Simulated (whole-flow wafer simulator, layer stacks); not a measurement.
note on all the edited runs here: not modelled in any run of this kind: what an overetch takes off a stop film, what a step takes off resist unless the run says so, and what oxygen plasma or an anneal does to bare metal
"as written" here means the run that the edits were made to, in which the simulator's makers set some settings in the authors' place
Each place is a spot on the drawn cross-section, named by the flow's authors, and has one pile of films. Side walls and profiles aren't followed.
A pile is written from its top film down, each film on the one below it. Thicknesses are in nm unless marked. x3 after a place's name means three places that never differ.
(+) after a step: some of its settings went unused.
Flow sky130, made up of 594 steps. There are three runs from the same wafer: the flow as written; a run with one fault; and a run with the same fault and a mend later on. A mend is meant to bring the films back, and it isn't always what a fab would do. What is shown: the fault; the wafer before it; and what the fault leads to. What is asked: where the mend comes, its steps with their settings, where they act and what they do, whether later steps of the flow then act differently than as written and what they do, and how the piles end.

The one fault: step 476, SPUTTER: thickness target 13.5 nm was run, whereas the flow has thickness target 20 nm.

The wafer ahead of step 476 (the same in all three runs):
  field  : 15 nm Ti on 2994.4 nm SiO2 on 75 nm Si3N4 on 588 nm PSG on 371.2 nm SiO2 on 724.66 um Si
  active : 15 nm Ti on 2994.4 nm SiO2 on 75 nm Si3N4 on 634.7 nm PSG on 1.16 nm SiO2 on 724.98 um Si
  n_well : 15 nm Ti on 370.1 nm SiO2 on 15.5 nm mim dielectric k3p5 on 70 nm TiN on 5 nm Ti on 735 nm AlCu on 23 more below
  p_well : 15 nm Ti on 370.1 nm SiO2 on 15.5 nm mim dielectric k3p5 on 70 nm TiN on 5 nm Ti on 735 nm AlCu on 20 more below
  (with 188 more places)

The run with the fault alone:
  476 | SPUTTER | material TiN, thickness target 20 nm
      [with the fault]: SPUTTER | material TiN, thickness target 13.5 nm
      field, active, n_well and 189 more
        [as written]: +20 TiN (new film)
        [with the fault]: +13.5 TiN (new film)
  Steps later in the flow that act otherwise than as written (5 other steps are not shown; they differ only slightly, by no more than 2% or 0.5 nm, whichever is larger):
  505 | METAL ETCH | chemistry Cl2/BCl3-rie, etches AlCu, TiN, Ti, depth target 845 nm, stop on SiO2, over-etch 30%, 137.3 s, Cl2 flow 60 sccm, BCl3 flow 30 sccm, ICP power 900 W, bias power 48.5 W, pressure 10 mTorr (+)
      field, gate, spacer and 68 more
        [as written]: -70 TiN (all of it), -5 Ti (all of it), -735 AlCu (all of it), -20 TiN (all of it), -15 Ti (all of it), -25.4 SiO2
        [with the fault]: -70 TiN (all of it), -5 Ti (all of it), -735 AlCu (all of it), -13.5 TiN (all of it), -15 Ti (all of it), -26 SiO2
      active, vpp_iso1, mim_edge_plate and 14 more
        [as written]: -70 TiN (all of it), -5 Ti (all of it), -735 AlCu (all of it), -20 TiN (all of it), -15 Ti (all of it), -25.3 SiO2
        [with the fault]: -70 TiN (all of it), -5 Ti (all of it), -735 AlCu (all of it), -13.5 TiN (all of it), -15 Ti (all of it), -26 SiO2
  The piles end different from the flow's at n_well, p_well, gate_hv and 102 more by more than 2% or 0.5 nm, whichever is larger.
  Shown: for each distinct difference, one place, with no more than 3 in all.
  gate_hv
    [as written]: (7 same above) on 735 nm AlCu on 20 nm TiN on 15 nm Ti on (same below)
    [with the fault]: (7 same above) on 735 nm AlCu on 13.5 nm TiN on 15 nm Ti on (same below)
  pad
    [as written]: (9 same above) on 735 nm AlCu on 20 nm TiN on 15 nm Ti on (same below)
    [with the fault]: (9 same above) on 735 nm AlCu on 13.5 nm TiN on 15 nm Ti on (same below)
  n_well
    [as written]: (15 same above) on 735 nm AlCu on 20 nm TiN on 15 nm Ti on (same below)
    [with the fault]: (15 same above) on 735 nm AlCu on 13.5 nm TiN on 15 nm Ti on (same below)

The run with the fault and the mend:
  The mend stands after step 476.
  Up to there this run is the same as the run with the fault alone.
  476a | SPUTTER | material TiN, thickness target 6.5 nm (the flow's step 476, run once more with other settings)
      field, active, n_well and 189 more
        +6.5 TiN
  None of the later steps of the flow acts differently than as written at any place that is followed.
  By the end, the piles equal the flow's at every place that both follow.
